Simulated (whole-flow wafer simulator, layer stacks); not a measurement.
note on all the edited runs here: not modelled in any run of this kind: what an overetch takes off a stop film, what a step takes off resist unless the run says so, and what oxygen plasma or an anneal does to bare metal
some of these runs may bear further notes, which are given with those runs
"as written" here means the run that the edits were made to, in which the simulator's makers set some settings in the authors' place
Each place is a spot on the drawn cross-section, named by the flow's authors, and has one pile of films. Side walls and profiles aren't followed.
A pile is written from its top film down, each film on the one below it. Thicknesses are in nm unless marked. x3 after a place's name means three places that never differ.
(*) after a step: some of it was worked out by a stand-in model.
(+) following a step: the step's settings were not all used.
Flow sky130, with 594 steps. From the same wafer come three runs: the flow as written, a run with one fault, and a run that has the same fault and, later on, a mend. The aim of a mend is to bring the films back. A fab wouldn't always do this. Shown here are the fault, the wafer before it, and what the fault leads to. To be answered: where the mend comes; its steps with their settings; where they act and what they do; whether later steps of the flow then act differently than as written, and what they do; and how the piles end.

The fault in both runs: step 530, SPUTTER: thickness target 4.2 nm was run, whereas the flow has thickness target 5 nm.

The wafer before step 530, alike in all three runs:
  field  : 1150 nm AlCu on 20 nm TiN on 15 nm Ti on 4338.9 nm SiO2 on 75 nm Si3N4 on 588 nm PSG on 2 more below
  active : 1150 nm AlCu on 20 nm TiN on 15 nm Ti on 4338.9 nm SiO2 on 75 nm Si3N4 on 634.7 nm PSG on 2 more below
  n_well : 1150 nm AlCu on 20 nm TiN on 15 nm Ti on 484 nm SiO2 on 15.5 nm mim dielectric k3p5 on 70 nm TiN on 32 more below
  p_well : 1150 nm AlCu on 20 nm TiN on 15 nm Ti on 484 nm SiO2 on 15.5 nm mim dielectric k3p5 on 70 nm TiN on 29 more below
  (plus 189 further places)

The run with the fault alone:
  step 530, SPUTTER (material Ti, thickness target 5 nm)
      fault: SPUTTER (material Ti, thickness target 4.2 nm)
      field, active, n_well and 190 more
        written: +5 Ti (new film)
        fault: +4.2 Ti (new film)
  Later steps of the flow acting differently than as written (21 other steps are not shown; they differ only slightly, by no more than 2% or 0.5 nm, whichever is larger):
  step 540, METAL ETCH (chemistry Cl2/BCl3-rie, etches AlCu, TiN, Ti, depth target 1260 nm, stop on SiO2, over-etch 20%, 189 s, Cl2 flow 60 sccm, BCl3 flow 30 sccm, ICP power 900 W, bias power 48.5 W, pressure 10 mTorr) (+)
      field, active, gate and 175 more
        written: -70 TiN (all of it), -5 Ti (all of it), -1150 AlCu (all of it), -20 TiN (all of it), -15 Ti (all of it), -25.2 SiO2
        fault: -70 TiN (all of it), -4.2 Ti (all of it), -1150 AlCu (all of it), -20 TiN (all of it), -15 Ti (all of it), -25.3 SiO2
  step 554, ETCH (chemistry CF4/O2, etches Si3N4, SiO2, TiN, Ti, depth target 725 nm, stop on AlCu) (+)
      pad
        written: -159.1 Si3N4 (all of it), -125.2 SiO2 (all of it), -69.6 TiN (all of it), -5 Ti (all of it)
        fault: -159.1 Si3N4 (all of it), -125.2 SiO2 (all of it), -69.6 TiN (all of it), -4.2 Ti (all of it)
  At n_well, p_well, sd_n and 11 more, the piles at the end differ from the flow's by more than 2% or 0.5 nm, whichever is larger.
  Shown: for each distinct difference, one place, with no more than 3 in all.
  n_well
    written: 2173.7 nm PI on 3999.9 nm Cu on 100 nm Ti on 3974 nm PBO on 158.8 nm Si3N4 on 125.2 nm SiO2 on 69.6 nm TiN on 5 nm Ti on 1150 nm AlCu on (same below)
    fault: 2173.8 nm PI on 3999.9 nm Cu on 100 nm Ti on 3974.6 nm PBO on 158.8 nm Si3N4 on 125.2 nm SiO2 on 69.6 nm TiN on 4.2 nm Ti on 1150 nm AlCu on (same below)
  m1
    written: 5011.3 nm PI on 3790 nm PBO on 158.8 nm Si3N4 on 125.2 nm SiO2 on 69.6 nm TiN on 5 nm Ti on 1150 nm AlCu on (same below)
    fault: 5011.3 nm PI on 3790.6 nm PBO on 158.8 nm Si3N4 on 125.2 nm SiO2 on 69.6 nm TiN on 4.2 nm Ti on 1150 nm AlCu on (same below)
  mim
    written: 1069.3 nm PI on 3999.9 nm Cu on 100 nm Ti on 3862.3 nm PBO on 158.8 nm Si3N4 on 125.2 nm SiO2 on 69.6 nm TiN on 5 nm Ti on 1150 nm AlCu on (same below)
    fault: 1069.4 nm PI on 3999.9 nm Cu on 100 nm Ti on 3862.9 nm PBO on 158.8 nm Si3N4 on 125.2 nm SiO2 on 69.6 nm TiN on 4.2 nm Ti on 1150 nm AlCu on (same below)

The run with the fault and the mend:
  After step 530 comes the mend.
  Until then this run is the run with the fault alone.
  step 530a, SPUTTER (material Ti, thickness target 0.8 nm) (*) (the flow's step 530, run once more with other settings)
      field, active, n_well and 190 more
        +0.8 Ti
  Every later step of the flow that is run acts as written at every place that is followed.
  At every place that both follow, the piles at the end match the flow's.
